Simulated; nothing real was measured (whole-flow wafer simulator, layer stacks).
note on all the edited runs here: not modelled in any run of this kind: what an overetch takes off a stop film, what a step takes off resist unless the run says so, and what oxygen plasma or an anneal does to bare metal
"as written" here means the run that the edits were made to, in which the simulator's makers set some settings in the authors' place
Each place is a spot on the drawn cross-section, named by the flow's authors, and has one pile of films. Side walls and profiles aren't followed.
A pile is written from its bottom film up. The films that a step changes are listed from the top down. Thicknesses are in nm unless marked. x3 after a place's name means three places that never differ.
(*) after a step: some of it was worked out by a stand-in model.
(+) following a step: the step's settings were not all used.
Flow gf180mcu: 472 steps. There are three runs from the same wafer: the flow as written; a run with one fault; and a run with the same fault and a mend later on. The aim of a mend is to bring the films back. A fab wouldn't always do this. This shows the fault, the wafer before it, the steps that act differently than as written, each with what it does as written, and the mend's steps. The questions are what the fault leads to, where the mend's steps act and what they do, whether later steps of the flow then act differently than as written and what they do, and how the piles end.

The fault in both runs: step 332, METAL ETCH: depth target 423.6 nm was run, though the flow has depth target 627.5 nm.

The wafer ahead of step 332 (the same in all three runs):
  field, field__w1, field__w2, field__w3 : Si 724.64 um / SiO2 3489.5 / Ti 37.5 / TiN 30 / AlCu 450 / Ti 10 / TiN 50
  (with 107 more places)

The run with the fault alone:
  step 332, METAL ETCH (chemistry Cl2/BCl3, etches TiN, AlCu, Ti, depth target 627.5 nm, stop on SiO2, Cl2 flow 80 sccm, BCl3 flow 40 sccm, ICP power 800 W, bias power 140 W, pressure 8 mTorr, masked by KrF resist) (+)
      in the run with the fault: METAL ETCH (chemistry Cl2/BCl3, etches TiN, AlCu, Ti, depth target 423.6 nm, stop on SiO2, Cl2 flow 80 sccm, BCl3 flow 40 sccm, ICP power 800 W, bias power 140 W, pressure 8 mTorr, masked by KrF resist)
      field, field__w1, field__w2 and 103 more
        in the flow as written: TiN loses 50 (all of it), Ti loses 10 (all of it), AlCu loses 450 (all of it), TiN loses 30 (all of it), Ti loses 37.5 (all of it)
        in the run with the fault: TiN loses 50 (all of it), Ti loses 10 (all of it), AlCu loses 363.6
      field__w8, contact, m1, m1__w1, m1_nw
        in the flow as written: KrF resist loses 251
        in the run with the fault: KrF resist loses 169.4
  Later steps of the flow acting differently than as written:
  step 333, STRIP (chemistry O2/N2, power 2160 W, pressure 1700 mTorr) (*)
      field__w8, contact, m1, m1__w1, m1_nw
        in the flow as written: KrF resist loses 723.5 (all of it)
        in the run with the fault: KrF resist loses 805.1 (all of it)
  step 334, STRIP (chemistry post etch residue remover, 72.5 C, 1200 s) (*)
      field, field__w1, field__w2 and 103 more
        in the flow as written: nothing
        in the run with the fault: AlCu loses 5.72
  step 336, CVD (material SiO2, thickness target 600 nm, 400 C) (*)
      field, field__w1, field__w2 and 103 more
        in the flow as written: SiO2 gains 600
        in the run with the fault: SiO2 gains 600 (new film)
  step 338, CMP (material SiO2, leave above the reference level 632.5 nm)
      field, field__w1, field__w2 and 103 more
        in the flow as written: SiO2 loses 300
        in the run with the fault: SiO2 loses 448.2
  The piles end different from the flow's at field, field__w1, field__w2 and 104 more by more than 2% or 0.5 nm, whichever is larger.
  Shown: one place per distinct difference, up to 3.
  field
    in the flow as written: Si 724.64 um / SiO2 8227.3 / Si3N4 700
    in the run with the fault: Si 724.64 um / SiO2 3489.5 / Ti 37.5 / TiN 30 / AlCu 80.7 / SiO2 4589.6 / Si3N4 700
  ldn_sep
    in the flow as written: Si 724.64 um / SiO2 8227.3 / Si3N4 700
    in the run with the fault: Si 724.64 um / SiO2 3489.4 / Ti 37.5 / TiN 30 / AlCu 80.7 / SiO2 4589.6 / Si3N4 700
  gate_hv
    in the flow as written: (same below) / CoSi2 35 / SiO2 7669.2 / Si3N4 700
    in the run with the fault: (same below) / CoSi2 35 / SiO2 2931.3 / Ti 37.5 / TiN 30 / AlCu 80.7 / SiO2 4589.6 / Si3N4 700

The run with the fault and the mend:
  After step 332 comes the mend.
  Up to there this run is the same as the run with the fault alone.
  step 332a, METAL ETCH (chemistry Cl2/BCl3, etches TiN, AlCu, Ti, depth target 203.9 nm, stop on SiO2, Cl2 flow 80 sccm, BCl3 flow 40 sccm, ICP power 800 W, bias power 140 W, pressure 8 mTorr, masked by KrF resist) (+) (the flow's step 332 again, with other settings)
      field, field__w1, field__w2 and 103 more
        AlCu loses 86.4 (all of it), TiN loses 30 (all of it), Ti loses 37.5 (all of it)
      field__w8, contact, m1, m1__w1, m1_nw
        KrF resist loses 81.6
  Every later step of the flow that is run acts as written at every place that is followed.
  The piles end the same as the flow's at every place that both follow.
